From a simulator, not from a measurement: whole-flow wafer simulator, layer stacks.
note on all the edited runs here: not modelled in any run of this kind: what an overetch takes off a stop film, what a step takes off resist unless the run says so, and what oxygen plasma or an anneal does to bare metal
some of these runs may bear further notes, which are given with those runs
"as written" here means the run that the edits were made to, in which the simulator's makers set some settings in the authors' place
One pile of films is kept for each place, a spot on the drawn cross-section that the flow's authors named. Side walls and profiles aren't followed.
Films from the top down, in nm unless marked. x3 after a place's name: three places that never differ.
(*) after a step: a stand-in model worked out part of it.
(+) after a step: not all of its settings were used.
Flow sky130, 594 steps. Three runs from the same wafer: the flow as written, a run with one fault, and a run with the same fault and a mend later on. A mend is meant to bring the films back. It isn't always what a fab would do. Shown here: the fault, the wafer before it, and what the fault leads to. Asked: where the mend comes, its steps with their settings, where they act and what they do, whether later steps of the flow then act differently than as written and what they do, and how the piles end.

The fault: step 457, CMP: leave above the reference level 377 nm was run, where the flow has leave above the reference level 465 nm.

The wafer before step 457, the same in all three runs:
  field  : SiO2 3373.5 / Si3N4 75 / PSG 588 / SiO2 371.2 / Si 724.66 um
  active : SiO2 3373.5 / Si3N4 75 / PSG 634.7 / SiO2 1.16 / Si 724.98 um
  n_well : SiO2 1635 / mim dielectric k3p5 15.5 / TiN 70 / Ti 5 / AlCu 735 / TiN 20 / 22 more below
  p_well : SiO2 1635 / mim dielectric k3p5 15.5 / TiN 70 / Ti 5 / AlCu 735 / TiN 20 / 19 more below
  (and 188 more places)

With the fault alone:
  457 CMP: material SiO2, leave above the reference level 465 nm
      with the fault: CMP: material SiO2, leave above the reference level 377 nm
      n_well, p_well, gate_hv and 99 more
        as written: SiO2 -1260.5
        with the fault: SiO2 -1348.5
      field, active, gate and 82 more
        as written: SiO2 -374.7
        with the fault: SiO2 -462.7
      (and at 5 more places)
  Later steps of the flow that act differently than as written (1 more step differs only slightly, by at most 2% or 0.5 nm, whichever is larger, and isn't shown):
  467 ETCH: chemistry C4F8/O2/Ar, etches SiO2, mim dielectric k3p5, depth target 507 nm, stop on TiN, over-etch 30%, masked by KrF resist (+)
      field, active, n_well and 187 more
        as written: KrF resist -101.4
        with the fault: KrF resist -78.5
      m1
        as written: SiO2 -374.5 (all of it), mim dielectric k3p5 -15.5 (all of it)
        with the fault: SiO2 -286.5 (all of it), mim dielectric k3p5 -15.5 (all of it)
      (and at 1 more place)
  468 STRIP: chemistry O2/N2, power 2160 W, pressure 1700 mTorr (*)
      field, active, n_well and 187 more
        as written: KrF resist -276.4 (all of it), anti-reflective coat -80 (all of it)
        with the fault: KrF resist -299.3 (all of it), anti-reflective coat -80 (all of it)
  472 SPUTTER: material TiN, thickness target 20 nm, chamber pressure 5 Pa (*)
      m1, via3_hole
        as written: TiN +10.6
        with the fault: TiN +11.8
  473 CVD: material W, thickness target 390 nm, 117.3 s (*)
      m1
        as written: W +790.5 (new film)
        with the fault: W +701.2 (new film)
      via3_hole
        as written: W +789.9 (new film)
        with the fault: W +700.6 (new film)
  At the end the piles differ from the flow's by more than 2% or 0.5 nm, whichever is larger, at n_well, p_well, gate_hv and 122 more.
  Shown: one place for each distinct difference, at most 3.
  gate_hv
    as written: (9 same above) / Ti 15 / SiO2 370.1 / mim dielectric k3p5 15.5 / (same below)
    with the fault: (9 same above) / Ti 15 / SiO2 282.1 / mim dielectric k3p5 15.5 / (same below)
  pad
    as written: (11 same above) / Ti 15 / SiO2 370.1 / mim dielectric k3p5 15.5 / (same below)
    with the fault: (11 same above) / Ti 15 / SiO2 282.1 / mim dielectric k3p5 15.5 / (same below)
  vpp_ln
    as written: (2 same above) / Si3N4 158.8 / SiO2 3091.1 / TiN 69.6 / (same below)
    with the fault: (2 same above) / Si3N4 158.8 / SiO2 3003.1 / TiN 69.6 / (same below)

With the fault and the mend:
  The mend comes after step 457.
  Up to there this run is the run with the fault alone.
  457a HDPCVD: thickness target 88 nm (*) (the flow's step 456 once more, with other settings)
      field, active, n_well and 189 more
        SiO2 +88
  No later step of the flow acts differently than as written, at any place that is followed, by more than 2% or 0.5 nm, whichever is larger.
  At the end the piles are the same as the flow's at every place that both follow.
